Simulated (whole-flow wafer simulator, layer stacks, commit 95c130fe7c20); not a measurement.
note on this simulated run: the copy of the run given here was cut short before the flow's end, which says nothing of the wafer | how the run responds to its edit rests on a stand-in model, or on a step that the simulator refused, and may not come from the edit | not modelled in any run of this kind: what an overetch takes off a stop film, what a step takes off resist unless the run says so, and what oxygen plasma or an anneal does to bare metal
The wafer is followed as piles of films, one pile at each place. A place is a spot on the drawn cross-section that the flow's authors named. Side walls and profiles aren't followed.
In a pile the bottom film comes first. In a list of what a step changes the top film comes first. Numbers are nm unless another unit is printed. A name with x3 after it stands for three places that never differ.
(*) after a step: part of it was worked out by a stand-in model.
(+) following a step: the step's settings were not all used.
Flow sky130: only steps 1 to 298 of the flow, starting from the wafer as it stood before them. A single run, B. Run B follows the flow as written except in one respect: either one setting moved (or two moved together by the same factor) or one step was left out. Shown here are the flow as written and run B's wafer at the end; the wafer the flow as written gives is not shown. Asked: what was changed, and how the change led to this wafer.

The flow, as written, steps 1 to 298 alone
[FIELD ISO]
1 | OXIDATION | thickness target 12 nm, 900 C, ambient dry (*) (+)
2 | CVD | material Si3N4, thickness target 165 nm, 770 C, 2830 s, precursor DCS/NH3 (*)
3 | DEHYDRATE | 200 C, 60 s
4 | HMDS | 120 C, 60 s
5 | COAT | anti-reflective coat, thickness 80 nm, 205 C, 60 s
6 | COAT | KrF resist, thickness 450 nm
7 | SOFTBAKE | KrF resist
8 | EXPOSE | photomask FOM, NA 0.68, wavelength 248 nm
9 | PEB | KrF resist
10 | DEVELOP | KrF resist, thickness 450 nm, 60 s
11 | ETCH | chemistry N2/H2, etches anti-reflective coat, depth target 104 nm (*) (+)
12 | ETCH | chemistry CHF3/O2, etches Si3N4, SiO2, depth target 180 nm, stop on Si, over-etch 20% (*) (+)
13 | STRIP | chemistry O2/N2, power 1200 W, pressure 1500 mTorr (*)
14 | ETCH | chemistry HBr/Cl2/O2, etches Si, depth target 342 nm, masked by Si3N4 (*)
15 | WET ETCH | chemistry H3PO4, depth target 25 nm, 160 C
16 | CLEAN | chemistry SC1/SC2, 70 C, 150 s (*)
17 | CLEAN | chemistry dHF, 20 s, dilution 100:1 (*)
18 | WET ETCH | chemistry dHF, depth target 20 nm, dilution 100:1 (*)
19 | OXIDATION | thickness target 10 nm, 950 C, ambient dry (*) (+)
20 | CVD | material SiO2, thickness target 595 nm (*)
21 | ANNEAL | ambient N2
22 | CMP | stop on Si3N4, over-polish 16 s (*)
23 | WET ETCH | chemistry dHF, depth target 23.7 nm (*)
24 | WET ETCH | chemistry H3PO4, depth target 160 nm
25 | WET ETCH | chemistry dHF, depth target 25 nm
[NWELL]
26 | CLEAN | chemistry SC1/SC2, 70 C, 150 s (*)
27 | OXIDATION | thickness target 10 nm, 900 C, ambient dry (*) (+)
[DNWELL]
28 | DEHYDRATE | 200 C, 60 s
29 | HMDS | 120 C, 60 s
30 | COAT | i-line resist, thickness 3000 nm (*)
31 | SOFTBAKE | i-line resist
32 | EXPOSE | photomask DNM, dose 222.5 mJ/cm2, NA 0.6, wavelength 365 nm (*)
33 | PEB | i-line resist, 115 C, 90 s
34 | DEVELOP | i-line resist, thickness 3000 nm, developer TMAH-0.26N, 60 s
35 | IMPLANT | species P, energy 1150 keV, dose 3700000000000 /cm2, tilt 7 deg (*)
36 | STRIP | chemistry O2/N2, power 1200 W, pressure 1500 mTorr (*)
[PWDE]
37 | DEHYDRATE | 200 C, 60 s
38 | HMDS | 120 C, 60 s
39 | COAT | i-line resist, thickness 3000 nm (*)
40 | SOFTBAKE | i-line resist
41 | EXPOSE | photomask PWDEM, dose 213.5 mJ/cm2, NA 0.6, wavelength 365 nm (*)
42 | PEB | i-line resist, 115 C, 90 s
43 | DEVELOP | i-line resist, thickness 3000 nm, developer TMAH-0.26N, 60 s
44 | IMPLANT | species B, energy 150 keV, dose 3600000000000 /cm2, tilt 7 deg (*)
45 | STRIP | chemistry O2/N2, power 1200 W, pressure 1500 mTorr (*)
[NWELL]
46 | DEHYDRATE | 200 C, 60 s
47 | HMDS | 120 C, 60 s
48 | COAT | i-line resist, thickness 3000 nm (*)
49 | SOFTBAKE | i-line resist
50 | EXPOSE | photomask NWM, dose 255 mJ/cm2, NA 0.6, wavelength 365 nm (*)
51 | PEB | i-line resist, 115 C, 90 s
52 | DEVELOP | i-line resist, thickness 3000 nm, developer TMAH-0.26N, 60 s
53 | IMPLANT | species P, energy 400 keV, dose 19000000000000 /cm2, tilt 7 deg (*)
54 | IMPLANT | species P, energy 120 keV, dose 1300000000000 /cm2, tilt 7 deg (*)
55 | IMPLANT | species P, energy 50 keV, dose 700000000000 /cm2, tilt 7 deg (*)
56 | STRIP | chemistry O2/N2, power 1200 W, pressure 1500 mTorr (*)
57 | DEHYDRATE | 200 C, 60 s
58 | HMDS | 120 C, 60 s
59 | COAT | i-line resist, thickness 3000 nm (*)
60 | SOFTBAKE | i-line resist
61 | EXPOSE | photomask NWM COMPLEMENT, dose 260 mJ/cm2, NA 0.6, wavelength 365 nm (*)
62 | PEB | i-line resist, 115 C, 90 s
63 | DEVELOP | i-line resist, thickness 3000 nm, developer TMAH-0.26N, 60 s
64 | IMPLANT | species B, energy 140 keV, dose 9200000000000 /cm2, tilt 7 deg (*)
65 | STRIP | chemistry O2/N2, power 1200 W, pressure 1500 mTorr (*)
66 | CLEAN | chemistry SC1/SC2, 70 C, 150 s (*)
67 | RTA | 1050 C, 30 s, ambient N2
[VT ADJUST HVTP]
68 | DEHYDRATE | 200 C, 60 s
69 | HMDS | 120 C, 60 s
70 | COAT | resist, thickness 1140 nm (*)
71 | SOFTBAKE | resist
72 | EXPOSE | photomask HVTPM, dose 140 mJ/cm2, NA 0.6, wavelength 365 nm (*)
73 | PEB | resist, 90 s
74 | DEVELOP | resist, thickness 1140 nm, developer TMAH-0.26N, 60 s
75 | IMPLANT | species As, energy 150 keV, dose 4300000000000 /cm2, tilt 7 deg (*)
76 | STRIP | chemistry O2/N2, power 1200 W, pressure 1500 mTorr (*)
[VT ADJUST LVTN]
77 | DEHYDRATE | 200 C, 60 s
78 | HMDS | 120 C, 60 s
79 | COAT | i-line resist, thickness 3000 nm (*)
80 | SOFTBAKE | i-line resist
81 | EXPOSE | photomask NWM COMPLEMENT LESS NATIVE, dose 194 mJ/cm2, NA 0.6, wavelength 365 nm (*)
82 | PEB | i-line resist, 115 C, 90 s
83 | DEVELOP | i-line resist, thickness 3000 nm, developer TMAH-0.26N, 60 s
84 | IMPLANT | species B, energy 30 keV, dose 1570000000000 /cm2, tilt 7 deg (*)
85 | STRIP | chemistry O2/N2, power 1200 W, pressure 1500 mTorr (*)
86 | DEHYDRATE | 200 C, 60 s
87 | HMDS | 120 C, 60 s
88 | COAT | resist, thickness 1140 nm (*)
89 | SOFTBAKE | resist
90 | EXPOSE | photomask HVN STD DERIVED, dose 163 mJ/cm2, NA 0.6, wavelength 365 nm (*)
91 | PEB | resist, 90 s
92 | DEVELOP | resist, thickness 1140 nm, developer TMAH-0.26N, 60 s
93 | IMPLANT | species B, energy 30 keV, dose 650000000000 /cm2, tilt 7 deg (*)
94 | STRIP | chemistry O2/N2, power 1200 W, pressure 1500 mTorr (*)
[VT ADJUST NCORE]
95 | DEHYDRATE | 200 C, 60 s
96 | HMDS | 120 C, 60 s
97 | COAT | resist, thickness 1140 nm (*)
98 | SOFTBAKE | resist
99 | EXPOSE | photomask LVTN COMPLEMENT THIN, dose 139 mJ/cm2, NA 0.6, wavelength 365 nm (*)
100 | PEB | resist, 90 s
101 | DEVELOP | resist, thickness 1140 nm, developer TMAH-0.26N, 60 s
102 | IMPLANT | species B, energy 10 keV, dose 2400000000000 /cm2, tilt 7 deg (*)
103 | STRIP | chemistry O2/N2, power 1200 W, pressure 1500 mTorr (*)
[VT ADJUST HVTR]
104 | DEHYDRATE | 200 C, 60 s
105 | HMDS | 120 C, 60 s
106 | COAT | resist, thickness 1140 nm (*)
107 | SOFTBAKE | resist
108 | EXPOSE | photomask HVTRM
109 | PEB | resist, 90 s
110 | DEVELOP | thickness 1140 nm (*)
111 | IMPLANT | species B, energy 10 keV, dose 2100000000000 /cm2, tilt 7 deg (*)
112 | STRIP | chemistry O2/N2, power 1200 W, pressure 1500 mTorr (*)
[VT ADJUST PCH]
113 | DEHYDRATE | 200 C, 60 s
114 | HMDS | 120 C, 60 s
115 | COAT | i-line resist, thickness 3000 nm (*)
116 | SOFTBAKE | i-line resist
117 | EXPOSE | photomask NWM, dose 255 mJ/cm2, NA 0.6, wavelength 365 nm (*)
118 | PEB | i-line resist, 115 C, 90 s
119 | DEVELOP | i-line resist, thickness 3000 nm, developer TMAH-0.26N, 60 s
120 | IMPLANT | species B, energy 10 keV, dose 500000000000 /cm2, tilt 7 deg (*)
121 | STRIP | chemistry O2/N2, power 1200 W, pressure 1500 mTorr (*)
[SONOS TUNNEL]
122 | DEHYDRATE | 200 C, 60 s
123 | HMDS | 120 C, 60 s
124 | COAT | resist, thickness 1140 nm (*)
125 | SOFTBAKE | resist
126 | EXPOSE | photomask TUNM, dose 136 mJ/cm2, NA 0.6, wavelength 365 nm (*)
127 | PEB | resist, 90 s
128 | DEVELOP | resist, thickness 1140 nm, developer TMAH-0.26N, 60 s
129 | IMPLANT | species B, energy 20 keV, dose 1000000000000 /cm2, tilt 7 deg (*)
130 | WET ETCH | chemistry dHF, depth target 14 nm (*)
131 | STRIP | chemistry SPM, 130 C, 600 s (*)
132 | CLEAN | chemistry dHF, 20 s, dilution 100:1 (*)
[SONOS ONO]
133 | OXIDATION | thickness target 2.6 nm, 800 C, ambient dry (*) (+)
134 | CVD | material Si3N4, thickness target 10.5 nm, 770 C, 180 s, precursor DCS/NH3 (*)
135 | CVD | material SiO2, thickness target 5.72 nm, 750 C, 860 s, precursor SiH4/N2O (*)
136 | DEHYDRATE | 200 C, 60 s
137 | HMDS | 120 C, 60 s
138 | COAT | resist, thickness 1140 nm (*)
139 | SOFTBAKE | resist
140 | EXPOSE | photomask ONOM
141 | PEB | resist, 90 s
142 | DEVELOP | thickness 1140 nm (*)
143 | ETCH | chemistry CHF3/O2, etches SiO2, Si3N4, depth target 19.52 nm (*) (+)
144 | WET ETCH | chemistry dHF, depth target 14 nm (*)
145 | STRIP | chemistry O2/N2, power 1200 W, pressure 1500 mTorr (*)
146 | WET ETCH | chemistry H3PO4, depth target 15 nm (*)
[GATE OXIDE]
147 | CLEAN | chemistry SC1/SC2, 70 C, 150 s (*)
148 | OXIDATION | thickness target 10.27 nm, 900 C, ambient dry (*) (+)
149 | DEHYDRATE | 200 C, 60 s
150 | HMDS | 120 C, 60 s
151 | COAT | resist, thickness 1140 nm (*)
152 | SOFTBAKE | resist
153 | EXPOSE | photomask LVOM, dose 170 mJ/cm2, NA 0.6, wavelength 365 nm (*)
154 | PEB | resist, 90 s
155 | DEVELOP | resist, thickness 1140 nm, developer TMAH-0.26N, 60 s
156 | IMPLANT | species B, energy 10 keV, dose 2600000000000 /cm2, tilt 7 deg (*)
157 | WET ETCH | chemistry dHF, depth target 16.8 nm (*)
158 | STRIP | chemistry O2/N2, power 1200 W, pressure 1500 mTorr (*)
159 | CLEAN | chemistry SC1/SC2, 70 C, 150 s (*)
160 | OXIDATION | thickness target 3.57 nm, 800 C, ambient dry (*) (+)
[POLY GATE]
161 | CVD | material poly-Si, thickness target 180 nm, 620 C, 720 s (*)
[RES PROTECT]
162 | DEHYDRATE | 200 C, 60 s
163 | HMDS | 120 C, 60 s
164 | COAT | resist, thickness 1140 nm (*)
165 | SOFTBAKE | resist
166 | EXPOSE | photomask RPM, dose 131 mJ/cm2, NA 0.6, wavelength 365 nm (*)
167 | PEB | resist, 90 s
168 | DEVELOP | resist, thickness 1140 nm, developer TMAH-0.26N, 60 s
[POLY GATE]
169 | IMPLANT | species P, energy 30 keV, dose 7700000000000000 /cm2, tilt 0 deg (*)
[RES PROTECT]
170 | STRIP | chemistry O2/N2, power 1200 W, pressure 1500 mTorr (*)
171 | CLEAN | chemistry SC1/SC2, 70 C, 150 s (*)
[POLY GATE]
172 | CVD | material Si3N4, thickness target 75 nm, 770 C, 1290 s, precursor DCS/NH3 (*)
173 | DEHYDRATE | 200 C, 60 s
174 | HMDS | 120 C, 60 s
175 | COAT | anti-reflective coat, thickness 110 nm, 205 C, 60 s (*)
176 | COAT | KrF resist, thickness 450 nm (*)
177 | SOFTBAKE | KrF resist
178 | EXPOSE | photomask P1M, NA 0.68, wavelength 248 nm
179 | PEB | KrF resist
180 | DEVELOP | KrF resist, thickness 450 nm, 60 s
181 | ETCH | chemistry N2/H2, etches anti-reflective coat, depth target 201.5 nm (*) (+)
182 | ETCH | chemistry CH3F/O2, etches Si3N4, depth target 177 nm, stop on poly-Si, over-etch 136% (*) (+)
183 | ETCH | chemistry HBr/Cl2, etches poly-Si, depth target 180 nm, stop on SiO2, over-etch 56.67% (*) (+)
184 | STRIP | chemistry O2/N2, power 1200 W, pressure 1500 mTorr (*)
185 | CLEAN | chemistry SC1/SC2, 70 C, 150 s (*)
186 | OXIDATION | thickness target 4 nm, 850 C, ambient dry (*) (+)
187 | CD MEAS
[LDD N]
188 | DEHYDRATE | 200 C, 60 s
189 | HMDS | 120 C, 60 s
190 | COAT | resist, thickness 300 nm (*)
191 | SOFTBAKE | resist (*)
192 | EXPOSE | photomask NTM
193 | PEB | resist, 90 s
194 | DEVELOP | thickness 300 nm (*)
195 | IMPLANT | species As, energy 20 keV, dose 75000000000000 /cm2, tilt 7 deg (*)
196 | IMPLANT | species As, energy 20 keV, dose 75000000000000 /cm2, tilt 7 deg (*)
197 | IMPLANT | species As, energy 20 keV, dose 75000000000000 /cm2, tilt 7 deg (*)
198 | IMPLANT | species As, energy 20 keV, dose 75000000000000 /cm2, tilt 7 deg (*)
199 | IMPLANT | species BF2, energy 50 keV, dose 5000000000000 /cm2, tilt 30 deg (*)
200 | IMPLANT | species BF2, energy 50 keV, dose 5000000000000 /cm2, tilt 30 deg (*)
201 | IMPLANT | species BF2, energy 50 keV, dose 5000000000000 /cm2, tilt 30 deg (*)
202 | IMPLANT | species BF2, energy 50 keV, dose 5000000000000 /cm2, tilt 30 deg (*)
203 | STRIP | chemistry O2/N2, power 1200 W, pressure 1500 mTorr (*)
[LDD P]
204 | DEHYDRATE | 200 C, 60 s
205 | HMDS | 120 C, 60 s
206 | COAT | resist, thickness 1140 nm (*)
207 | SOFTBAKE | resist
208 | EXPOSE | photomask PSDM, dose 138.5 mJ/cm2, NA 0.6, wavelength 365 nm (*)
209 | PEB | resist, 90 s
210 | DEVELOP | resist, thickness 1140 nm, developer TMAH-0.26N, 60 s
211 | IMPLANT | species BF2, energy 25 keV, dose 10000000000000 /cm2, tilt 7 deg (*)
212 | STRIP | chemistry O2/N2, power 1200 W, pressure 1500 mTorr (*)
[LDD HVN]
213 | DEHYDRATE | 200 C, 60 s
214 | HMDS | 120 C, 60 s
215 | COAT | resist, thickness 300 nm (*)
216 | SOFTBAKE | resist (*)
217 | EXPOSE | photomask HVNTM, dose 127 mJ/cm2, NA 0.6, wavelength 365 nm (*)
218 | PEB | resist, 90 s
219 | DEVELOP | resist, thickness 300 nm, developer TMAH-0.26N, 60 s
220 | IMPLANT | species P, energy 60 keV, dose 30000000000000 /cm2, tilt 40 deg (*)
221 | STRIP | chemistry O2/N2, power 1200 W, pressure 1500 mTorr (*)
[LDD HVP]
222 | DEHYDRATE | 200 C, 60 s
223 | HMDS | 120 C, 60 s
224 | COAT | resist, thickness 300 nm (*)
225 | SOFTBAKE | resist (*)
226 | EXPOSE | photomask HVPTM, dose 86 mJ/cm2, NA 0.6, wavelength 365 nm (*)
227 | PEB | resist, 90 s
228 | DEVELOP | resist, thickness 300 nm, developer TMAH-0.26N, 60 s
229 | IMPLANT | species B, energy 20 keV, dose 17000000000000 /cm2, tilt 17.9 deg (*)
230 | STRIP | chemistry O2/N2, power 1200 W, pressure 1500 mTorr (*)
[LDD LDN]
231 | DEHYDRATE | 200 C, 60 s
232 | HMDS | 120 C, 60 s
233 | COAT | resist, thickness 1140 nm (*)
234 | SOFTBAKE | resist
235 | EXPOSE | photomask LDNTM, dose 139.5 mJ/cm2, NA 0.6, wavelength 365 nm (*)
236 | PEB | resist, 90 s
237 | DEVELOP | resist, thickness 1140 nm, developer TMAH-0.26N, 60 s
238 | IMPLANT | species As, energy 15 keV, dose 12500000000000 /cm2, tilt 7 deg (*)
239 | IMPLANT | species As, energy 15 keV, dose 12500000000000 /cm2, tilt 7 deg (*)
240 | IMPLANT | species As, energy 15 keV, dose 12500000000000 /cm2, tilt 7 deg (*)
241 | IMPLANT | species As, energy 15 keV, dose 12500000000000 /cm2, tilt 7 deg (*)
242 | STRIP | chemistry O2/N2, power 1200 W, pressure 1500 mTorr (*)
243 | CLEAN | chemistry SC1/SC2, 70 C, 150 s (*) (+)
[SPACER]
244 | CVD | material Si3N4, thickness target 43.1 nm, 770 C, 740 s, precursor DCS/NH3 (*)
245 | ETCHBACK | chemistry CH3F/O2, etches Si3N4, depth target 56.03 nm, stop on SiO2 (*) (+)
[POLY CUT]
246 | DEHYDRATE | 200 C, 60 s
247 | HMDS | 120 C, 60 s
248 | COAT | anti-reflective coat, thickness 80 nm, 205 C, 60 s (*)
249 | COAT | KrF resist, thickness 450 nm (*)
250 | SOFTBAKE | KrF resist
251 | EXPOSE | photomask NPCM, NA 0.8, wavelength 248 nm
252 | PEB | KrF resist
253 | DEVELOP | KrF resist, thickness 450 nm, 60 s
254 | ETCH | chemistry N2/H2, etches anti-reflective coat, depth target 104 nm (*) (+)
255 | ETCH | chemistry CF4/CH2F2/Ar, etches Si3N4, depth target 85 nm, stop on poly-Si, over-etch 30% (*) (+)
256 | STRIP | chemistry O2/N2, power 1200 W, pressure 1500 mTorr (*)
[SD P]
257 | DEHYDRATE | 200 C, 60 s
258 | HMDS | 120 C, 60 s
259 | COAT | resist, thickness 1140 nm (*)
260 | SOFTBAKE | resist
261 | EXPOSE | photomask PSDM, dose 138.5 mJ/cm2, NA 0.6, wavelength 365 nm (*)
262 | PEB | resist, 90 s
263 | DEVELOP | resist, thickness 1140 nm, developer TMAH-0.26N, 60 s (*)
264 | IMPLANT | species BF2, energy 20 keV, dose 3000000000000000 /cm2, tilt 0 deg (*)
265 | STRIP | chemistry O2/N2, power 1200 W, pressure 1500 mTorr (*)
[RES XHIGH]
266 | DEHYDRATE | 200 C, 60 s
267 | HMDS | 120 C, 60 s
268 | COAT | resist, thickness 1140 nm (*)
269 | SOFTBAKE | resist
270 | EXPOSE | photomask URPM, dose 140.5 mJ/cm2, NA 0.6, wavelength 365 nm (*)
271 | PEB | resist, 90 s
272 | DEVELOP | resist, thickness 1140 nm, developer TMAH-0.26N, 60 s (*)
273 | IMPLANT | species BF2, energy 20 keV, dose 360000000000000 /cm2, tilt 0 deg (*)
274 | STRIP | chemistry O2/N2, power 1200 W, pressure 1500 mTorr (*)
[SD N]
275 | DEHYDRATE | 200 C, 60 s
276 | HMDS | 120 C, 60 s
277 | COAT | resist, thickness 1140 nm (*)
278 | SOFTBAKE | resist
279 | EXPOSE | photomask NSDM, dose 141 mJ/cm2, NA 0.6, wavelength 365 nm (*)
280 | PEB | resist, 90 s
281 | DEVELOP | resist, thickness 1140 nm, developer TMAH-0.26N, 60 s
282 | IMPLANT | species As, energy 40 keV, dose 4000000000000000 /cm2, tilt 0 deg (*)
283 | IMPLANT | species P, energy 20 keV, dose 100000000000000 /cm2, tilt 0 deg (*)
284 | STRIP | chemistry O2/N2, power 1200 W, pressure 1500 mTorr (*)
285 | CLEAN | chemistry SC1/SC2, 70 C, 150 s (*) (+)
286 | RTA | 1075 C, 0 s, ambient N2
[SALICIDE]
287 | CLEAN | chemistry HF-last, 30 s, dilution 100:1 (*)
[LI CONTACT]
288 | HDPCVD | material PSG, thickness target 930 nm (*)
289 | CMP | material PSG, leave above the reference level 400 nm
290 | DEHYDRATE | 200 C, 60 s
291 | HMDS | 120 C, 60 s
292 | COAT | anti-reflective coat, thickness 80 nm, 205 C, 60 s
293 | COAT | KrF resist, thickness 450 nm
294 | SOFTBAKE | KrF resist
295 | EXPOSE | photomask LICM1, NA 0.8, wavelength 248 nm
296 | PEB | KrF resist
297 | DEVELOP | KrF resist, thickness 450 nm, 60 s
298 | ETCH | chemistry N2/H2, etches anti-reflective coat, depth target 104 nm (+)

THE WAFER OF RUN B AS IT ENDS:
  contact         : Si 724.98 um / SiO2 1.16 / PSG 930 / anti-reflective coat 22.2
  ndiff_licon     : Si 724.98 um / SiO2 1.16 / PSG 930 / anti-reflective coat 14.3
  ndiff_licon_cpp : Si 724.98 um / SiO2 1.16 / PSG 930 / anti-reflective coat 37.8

Cause: step 289, CMP: material PSG, leave above the reference level 400 nm, was not run.

The path from the change to this, step by step:
  292 | COAT | anti-reflective coat, thickness 80 nm, 205 C, 60 s
      n_well, pad, poly_endcap, gate_lvt_sd, gate_p_sd, gate_p_hvt_sd, poly_endcap_nw: anti-reflective coat gains 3 (new film) (it would be, as written: anti-reflective coat gains 80 (new film))
      p_well, sd_n, sd_p, contact: anti-reflective coat gains 126.2 (new film) (it would be, as written: anti-reflective coat gains 80 (new film))
      (also at 159 further places)
  293 | COAT | KrF resist, thickness 450 nm
      p_well, sd_n, sd_p, contact, mim_edge_plate_strap x4: KrF resist gains 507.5 (new film) (it would be, as written: KrF resist gains 450 (new film))
      ndiff_ln, varactor_edge, mim2: KrF resist gains 489.2 (new film) (it would be, as written: KrF resist gains 450 (new film))
      (also at 138 further places)
  296 | PEB | KrF resist
      gate_pwde_dnw, de16_nw_fp, de16_gate_nw, de16_pw_fp: KrF resist loses 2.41 (it would be, as written: KrF resist loses 3.06)
      gate_hv_dnw, spacer_p, spacer_p_hvt: KrF resist loses 2.38 (it would be, as written: KrF resist loses 3.06)
      (also at 37 further places)
  297 | DEVELOP | KrF resist, thickness 450 nm, 60 s
      poly_licon, rpo_hd_licon: KrF resist loses 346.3 (all of it) (it would be, as written: KrF resist loses 446.9 (all of it))
      contact: KrF resist loses 504.1 (all of it) (it would be, as written: KrF resist loses 446.9 (all of it))
      (also at 2 further places)
  298 | ETCH | chemistry N2/H2, etches anti-reflective coat, depth target 104 nm (+)
      contact, ndiff_licon, ndiff_licon_cpp: anti-reflective coat loses 104 (it would be, as written: anti-reflective coat loses 80 (all of it), PSG loses 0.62)
      poly_licon, rpo_hd_licon: anti-reflective coat loses 76 (all of it), PSG loses 0.72 (it would be, as written: anti-reflective coat loses 80 (all of it), PSG loses 0.62)
